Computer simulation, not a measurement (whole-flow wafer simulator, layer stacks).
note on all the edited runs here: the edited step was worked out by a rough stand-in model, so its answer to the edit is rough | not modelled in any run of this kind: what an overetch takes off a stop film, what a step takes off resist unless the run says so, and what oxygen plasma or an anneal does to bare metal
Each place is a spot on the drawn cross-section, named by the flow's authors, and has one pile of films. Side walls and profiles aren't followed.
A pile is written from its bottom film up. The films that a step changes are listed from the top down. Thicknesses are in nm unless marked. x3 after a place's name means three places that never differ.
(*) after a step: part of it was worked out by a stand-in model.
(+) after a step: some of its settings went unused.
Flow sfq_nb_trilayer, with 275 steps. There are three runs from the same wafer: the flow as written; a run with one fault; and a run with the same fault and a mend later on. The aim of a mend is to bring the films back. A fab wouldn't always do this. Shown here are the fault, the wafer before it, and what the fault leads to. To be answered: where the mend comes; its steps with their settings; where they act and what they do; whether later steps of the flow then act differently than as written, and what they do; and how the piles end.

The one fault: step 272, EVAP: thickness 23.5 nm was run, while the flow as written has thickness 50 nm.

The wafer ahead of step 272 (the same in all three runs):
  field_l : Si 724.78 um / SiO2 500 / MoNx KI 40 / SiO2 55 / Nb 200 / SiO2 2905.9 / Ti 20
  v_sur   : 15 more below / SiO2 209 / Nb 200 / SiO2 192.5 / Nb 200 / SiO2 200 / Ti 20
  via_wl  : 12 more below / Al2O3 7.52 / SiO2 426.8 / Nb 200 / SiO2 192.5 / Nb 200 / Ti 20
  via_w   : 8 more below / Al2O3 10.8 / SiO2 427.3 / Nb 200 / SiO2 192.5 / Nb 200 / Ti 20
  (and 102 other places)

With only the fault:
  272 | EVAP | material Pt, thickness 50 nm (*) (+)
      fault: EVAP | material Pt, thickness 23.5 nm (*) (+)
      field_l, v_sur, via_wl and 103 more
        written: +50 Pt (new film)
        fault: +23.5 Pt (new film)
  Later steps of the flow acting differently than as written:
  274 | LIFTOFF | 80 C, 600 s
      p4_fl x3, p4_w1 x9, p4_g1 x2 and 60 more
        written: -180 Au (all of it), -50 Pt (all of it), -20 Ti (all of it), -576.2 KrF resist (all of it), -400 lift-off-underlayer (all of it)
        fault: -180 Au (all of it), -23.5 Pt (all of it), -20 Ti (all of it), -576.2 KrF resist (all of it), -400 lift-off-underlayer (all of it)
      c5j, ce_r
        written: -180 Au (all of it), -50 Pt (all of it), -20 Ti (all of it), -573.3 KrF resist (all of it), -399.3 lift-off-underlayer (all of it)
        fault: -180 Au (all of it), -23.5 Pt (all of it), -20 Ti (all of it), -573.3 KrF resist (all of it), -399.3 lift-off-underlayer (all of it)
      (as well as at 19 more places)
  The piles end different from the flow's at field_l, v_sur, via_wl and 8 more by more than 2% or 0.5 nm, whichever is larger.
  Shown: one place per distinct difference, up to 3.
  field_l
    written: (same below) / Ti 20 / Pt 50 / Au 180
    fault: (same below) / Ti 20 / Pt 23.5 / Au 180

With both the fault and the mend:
  The mend follows step 272.
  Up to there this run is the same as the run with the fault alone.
  272a | EVAP | material Pt, thickness 26.5 nm (*) (+) (the flow's step 272 again, with other settings)
      field_l, v_sur, via_wl and 103 more
        +26.5 Pt
  Later steps of the flow that are run all act as written at every place that is followed.
  At every place that both follow, the piles at the end match the flow's.
